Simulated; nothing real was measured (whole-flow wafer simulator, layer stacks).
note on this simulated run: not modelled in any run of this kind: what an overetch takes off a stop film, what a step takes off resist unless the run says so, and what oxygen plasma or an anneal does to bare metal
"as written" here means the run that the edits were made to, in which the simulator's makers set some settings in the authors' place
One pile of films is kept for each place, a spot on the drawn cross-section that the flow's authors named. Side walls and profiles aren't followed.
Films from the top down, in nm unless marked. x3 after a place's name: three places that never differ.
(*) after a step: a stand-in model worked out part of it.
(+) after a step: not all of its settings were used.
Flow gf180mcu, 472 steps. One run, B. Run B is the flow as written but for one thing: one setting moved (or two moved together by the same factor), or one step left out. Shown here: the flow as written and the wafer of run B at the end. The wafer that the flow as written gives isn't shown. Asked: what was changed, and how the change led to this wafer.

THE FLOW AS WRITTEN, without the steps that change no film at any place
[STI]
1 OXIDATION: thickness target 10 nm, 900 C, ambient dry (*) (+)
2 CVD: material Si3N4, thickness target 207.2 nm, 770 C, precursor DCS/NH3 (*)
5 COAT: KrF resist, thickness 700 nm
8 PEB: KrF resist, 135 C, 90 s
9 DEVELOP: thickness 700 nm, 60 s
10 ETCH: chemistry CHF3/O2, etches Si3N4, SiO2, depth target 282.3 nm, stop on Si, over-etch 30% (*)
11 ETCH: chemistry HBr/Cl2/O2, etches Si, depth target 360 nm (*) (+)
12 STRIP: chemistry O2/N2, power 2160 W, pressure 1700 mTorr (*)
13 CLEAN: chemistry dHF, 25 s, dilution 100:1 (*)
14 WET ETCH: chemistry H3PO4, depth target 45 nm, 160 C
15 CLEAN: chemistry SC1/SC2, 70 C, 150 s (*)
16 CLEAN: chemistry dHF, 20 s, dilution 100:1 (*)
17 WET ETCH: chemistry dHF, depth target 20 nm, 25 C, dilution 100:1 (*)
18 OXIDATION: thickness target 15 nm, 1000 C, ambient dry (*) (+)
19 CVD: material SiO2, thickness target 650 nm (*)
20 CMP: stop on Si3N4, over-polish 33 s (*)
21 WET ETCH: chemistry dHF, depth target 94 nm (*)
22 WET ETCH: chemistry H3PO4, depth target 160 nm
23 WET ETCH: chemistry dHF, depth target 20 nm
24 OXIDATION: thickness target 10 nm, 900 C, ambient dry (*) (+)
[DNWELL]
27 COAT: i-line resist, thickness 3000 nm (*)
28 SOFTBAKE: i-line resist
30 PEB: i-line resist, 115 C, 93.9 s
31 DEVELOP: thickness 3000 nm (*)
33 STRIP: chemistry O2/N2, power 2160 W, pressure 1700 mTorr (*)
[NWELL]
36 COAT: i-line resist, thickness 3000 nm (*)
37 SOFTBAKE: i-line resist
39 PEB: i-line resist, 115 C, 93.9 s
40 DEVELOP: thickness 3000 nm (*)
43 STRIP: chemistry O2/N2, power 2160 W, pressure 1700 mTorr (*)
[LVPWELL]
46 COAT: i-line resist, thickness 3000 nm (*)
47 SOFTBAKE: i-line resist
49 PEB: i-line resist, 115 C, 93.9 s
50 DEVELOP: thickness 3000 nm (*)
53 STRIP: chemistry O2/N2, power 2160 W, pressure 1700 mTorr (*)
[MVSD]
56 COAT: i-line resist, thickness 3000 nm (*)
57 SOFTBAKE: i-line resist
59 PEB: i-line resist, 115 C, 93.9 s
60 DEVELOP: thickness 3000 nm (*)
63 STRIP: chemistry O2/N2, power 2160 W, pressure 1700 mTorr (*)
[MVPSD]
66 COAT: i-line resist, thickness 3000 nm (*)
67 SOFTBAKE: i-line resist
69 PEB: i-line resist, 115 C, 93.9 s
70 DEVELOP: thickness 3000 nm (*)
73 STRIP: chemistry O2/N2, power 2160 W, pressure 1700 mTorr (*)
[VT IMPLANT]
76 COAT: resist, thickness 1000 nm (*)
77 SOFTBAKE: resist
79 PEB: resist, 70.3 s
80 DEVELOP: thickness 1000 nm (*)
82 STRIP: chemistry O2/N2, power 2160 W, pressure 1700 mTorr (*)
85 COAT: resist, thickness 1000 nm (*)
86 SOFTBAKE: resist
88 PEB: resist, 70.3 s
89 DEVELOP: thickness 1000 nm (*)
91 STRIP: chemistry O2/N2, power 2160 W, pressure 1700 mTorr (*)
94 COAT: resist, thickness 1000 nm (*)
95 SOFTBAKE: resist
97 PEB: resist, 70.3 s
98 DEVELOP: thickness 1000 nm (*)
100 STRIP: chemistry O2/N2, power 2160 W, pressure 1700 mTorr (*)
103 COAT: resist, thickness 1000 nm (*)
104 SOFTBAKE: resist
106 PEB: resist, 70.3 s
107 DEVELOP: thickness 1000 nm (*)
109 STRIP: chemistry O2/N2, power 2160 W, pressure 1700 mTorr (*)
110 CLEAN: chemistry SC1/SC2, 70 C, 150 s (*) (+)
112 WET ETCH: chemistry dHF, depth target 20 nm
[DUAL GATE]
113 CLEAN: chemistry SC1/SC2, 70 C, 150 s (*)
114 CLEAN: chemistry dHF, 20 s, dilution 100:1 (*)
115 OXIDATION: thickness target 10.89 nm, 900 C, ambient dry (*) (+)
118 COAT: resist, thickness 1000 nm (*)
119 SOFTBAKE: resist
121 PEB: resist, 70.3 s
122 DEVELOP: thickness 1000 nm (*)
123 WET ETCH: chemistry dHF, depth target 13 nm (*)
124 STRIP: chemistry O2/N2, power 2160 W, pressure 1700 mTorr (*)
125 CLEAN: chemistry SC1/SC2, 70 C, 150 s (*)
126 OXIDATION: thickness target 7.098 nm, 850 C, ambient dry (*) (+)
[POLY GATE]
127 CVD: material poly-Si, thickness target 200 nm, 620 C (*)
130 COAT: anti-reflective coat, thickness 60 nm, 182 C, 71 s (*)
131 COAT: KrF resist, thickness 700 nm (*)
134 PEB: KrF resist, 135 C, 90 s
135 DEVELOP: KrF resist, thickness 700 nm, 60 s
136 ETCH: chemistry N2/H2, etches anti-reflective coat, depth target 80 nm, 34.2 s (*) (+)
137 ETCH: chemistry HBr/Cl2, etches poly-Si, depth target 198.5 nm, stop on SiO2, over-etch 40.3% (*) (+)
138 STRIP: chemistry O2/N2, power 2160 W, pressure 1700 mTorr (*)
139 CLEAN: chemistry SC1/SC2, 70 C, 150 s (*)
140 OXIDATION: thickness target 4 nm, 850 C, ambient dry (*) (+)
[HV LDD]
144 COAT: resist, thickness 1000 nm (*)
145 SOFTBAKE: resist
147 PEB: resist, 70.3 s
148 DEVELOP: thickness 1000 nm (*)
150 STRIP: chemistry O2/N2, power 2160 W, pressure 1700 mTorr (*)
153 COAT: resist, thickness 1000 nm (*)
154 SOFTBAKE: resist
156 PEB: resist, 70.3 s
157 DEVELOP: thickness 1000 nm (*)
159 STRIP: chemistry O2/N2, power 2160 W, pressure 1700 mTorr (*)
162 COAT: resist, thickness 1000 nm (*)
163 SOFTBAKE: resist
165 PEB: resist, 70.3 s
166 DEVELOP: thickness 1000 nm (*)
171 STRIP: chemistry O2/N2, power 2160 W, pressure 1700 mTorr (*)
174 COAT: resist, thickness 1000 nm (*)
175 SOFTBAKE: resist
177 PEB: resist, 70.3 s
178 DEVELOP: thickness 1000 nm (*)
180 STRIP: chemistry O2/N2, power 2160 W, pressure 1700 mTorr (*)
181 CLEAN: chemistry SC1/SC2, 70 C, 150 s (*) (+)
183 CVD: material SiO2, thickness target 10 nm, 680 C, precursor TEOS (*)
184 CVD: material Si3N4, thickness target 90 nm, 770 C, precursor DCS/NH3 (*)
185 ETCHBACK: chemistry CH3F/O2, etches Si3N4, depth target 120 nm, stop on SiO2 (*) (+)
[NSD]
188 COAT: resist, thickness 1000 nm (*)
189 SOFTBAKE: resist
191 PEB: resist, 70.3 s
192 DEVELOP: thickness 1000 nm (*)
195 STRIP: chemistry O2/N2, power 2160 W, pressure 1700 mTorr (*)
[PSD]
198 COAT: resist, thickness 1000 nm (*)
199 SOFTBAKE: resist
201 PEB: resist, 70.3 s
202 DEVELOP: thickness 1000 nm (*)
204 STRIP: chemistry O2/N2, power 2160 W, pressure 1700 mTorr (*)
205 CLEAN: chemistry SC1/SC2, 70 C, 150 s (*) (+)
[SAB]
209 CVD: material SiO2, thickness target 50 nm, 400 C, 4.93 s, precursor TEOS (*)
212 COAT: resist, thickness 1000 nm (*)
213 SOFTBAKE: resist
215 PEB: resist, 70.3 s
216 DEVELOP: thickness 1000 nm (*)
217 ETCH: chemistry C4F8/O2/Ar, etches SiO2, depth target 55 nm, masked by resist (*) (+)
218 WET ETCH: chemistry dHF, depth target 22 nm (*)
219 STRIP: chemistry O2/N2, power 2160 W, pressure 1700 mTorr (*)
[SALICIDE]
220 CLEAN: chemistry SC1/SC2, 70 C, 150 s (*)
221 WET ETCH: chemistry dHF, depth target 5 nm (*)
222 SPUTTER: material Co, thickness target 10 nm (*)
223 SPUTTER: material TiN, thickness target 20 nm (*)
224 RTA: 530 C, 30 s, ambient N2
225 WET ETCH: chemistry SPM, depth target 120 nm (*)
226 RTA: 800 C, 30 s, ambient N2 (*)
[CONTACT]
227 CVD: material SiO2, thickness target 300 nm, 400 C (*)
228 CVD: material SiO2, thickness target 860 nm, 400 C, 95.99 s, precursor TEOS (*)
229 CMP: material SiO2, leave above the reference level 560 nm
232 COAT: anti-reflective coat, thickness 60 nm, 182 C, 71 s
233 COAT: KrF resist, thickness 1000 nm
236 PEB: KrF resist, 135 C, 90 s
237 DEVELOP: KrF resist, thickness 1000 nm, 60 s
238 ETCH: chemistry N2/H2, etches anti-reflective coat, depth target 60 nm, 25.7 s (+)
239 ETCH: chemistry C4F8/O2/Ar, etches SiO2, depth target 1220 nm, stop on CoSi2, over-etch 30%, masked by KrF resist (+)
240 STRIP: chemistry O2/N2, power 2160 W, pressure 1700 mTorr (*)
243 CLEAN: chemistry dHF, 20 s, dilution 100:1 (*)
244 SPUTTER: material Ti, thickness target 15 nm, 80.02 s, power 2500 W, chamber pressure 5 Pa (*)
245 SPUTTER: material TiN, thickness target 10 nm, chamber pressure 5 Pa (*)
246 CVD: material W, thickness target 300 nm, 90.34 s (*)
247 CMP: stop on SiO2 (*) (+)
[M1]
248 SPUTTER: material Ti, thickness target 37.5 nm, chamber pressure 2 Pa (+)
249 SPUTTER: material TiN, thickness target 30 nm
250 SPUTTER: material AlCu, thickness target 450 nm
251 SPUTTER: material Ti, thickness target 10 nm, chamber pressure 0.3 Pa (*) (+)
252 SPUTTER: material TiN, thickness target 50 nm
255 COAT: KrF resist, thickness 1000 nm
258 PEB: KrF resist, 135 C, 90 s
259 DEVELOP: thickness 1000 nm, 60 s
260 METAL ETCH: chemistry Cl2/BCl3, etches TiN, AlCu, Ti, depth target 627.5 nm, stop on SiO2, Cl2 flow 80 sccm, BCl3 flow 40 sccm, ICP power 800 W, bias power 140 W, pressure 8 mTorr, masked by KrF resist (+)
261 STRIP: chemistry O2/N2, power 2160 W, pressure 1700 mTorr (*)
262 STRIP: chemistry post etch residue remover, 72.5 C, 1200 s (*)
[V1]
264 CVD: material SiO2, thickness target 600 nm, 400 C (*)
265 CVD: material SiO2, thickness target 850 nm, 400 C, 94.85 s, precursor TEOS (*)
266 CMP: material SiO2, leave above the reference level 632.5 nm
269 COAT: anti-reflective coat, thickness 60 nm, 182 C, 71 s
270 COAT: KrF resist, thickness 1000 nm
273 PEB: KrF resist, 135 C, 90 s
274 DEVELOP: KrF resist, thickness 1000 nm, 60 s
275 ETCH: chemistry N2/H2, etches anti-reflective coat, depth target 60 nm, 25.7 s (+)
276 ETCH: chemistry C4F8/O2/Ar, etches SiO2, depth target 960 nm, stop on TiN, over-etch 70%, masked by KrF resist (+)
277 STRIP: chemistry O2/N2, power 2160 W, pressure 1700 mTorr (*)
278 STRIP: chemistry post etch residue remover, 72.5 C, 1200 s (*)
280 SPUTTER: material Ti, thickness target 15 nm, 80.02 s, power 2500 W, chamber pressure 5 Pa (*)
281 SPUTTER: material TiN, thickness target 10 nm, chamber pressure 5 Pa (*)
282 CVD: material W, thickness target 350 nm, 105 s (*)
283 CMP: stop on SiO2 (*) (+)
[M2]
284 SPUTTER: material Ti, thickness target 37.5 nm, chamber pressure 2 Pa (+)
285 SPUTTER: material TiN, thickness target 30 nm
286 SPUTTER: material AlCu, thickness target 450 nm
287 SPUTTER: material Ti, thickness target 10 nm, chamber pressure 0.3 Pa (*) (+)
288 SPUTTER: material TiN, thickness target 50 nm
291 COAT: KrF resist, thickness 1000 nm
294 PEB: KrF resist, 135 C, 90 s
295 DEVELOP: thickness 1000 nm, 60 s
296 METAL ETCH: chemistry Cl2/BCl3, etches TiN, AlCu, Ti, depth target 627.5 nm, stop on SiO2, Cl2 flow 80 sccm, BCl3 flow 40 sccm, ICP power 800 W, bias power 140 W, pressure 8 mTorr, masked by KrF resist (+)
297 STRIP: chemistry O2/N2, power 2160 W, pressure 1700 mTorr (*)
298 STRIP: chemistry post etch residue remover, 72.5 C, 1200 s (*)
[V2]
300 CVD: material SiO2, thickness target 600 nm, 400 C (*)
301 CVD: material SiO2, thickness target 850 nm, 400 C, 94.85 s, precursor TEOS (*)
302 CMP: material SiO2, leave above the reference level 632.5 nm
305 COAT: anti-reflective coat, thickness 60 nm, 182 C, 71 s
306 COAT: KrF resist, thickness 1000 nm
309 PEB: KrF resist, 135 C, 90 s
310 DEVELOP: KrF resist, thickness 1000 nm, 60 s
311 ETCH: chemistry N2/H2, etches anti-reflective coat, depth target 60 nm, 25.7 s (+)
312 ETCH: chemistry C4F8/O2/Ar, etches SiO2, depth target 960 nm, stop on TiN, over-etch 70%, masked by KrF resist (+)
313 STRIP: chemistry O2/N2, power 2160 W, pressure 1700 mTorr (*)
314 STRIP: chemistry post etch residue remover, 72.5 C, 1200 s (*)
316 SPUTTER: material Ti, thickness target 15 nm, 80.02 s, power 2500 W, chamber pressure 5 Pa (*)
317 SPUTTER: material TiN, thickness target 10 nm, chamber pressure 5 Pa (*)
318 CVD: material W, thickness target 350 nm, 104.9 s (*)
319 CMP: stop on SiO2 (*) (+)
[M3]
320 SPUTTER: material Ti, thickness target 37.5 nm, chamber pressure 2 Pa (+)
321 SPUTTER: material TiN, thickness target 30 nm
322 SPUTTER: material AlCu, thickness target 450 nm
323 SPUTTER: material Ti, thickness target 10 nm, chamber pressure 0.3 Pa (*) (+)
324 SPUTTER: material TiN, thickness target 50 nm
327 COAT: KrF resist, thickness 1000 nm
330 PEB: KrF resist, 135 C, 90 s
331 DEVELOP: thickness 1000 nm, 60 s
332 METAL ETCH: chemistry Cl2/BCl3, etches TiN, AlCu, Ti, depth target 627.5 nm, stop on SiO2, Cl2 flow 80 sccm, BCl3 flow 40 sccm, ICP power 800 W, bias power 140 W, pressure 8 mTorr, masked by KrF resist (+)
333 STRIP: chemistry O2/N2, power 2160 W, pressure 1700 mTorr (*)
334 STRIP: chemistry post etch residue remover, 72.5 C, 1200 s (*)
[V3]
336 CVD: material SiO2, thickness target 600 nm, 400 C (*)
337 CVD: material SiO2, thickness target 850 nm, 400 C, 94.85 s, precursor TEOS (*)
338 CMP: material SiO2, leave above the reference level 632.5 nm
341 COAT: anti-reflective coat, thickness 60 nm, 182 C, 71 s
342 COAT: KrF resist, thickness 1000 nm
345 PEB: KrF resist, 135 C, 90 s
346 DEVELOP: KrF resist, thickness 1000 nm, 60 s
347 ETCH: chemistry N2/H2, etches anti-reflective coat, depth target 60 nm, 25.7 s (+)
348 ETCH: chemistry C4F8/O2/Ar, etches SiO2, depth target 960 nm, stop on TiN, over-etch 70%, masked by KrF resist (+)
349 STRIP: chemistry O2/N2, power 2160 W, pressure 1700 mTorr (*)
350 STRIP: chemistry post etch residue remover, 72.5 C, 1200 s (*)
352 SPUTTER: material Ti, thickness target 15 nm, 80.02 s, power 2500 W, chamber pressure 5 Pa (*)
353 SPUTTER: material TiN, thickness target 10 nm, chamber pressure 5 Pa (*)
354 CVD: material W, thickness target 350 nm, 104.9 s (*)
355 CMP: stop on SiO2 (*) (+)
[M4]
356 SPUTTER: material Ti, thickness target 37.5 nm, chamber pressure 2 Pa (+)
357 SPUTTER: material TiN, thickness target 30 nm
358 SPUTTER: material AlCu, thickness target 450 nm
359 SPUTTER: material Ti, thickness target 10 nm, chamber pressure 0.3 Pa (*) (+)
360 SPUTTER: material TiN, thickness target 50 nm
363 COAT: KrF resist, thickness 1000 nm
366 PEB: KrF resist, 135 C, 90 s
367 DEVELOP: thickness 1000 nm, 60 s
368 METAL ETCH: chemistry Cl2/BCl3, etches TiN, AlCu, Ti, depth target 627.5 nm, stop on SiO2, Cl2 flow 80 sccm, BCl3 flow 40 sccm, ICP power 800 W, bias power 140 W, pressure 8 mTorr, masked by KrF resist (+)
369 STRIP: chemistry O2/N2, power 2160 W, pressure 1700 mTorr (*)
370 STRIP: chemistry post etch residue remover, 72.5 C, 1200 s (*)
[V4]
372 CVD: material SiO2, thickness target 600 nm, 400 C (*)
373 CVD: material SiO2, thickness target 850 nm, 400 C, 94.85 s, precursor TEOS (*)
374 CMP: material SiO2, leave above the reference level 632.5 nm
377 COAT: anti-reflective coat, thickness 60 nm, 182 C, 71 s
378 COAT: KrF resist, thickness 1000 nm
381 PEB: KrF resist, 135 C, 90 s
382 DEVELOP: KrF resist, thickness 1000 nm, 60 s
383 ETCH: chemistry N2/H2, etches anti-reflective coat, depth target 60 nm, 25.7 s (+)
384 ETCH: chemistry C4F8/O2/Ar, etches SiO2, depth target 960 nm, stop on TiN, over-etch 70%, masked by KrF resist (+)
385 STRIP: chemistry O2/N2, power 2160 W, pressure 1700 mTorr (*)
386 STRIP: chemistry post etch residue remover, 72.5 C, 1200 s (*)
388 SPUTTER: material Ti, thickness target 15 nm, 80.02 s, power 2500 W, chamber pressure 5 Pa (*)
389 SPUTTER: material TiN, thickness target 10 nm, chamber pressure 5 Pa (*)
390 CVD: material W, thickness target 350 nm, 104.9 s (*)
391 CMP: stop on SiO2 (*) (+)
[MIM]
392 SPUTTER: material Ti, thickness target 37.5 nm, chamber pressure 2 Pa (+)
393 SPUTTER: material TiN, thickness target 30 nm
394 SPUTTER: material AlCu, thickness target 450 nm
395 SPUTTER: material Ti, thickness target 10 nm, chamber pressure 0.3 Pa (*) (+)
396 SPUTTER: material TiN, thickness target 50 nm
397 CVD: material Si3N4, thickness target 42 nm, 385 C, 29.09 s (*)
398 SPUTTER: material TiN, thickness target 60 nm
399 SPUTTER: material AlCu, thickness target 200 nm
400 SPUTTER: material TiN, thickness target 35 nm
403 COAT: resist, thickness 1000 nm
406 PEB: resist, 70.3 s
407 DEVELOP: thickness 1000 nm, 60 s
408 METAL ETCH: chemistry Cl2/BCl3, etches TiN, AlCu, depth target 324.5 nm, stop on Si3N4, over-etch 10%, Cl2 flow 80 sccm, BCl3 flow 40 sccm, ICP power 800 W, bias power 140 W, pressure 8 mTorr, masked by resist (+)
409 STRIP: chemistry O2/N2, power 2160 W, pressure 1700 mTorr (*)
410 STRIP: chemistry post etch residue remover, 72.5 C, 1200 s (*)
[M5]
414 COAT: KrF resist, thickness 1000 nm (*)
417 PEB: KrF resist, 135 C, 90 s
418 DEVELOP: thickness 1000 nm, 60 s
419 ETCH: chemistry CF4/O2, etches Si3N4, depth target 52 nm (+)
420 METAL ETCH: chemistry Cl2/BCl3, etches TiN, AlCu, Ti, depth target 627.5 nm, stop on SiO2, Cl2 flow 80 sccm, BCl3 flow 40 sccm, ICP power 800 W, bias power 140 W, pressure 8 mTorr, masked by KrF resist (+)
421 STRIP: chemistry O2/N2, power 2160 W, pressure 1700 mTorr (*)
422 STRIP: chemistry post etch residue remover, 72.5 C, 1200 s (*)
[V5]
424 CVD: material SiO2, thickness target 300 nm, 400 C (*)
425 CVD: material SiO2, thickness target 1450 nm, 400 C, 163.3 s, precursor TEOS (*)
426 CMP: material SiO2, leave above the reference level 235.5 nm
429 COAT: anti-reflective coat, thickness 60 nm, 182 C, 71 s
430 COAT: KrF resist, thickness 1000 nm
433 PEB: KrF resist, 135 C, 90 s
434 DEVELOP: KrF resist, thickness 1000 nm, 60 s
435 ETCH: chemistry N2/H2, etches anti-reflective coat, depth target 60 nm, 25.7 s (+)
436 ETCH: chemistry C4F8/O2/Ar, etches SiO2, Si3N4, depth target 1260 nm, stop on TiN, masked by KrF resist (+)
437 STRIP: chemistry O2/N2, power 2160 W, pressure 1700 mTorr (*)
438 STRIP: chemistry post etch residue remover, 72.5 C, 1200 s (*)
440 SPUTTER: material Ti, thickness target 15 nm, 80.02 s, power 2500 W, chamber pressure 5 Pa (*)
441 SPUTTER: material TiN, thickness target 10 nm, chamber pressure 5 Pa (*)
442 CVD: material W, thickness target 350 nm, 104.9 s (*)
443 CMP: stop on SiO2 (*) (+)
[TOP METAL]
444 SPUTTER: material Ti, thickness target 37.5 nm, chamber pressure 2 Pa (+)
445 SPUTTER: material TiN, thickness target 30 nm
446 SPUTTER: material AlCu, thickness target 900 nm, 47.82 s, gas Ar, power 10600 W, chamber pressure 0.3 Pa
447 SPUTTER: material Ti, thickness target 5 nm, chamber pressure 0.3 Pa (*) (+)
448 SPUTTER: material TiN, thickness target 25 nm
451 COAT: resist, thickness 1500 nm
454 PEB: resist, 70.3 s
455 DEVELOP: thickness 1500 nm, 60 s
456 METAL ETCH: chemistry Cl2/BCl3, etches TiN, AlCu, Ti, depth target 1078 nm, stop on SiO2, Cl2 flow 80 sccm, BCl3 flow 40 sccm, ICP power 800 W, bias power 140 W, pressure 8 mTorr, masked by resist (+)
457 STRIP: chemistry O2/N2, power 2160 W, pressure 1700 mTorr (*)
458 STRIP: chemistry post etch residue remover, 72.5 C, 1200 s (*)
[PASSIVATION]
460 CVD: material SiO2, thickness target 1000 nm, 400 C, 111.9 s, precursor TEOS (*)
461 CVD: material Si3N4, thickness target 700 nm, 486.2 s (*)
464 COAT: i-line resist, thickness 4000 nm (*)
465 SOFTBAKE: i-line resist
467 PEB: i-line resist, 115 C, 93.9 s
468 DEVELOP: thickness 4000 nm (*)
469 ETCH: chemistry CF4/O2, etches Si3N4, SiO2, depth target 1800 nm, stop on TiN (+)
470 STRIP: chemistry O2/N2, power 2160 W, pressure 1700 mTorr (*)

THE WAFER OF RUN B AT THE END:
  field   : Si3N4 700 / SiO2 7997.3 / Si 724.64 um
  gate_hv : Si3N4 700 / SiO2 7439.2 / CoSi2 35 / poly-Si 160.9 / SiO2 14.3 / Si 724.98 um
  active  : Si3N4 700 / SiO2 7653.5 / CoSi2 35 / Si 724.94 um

The cause: step 322, SPUTTER: thickness target 220 nm was run, where the flow has thickness target 450 nm.

How the change led to this, step by step:
  322 SPUTTER: material AlCu, thickness target 450 nm
      field, field__w1, field__w2 and 108 more: AlCu +220 (new film) (as written it would be: AlCu +450 (new film))
  332 METAL ETCH: chemistry Cl2/BCl3, etches TiN, AlCu, Ti, depth target 627.5 nm, stop on SiO2, Cl2 flow 80 sccm, BCl3 flow 40 sccm, ICP power 800 W, bias power 140 W, pressure 8 mTorr, masked by KrF resist (+)
      field, field__w1, field__w2 and 103 more: TiN -50 (all of it), Ti -10 (all of it), AlCu -220 (all of it), TiN -30 (all of it), Ti -37.5 (all of it) (as written it would be: TiN -50 (all of it), Ti -10 (all of it), AlCu -450 (all of it), TiN -30 (all of it), Ti -37.5 (all of it))
      field__w8, contact, m1, m1__w1, m1_nw: KrF resist -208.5 (as written it would be: KrF resist -251)
  333 STRIP: chemistry O2/N2, power 2160 W, pressure 1700 mTorr (*)
      field__w8, contact, m1, m1__w1, m1_nw: KrF resist -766 (all of it) (as written it would be: KrF resist -723.5 (all of it))
  338 CMP: material SiO2, leave above the reference level 632.5 nm
      field, field__w1, field__w2 and 103 more: SiO2 -530 (as written it would be: SiO2 -300)
